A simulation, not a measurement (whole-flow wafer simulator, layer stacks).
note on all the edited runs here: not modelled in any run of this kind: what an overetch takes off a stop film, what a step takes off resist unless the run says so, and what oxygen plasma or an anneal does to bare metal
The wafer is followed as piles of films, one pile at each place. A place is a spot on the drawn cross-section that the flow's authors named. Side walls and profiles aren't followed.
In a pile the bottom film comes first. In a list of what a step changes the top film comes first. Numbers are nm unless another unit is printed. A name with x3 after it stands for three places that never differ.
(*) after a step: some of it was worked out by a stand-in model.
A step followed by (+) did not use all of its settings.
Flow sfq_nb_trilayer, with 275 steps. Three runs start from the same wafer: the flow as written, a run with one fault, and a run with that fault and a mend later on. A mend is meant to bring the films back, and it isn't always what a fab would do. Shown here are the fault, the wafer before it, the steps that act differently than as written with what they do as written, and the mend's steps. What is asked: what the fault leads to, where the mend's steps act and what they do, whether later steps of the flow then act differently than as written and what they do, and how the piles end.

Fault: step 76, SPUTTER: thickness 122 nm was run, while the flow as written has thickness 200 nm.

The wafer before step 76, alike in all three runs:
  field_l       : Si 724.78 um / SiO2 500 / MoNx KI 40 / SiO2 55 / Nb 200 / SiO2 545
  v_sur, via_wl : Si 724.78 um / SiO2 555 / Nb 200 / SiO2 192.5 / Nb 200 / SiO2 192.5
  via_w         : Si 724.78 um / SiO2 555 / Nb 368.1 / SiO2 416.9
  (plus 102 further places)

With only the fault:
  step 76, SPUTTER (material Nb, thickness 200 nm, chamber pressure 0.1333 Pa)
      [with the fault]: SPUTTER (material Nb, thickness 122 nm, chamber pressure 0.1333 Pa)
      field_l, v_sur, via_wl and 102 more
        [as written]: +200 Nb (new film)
        [with the fault]: +122 Nb (new film)
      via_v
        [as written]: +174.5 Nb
        [with the fault]: +107.3 Nb
  Later steps of the flow acting differently than as written (not shown: 4 more steps that differ only slightly, by at most 2% or 0.5 nm, whichever is larger):
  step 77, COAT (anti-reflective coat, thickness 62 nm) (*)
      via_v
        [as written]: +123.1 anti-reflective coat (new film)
        [with the fault]: +119.7 anti-reflective coat (new film)
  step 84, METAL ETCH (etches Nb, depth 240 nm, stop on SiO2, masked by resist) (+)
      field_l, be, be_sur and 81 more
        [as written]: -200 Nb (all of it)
        [with the fault]: -122 Nb (all of it)
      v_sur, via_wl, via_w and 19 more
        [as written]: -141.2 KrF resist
        [with the fault]: -107.6 KrF resist
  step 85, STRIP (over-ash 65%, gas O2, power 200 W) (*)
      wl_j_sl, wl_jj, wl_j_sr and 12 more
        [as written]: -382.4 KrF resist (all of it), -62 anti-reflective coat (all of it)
        [with the fault]: -415.9 KrF resist (all of it), -62 anti-reflective coat (all of it)
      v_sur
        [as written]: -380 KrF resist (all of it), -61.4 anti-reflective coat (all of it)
        [with the fault]: -413.6 KrF resist (all of it), -61.4 anti-reflective coat (all of it)
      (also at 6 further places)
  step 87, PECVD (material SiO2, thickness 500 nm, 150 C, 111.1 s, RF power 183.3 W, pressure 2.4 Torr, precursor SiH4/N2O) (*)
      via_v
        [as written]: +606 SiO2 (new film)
        [with the fault]: +586.8 SiO2 (new film)
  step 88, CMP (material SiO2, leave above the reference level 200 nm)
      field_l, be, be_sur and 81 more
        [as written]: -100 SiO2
        [with the fault]: -178 SiO2
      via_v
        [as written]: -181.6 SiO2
        [with the fault]: -173.1 SiO2
  The piles end different from the flow's at field_l, v_sur, via_wl and 103 more by more than 2% or 0.5 nm, whichever is larger.
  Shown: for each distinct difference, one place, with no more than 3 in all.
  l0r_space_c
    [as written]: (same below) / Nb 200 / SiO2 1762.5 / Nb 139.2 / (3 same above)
    [with the fault]: (same below) / Nb 200 / SiO2 1684.5 / Nb 139.2 / (3 same above)
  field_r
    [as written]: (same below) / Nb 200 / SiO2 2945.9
    [with the fault]: (same below) / Nb 200 / SiO2 2867.9
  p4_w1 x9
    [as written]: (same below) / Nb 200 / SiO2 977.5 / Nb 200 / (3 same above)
    [with the fault]: (same below) / Nb 200 / SiO2 899.5 / Nb 200 / (3 same above)

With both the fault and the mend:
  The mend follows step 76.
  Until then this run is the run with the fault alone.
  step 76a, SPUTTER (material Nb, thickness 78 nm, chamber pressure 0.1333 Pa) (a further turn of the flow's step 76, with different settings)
      field_l, v_sur, via_wl and 102 more
        +78 Nb
      via_v
        +63.1 Nb
  Every later step of the flow that is run acts as written, at every place that is followed, to within 2% or 0.5 nm, whichever is larger.
  When the end is reached, the piles differ only a little from the flow's at the places that both follow, at most by 2% or 0.5 nm, whichever is larger.
